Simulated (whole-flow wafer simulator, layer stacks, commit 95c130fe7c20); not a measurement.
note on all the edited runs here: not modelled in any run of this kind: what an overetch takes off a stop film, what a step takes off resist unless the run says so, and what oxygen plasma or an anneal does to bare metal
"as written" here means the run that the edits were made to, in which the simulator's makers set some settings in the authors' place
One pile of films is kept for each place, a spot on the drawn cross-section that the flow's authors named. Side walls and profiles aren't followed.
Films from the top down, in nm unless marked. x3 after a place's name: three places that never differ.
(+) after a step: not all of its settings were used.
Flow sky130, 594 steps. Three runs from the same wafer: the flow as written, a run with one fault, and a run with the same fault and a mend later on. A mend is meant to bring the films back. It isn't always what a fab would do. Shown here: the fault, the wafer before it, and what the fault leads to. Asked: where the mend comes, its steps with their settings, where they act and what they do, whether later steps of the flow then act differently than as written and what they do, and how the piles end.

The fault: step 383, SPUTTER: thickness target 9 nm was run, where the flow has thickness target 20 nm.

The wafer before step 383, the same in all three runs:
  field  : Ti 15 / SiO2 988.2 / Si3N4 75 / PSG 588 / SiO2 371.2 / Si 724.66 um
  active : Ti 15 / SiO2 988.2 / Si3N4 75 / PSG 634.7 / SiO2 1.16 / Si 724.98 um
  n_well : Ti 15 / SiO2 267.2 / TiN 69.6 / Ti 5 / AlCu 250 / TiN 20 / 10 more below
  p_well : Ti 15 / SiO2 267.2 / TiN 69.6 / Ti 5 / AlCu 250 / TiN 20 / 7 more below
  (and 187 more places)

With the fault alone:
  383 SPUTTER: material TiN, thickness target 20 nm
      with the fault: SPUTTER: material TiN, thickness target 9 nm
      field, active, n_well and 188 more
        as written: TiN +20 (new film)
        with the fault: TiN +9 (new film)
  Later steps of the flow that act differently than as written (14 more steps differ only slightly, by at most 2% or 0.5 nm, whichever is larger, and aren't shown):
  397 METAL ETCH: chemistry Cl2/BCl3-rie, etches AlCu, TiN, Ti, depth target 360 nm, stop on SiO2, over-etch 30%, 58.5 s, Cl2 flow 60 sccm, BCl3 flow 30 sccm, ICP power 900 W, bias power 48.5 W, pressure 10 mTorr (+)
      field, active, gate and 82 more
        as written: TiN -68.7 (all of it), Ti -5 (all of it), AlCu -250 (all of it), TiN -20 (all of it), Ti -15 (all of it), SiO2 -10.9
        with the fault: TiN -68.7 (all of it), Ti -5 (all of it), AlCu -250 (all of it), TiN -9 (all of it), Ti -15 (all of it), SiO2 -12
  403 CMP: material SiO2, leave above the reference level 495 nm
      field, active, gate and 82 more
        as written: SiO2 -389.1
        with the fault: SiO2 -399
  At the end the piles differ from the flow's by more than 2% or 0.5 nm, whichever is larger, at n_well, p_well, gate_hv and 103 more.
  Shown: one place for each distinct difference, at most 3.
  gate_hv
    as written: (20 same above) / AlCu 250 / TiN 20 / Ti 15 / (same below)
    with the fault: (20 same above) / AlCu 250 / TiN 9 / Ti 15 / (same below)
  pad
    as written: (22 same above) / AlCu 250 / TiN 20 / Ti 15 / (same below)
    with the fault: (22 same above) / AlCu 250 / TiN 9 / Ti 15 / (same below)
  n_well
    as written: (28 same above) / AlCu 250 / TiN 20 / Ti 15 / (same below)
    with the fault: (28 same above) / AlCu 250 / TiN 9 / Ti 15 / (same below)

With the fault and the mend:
  The mend comes after step 383.
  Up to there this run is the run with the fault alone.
  383a SPUTTER: material TiN, thickness target 11 nm (the flow's step 383 once more, with other settings)
      field, active, n_well and 188 more
        TiN +11
  No later step of the flow acts differently than as written at any place that is followed.
  At the end the piles are the same as the flow's at every place that both follow.
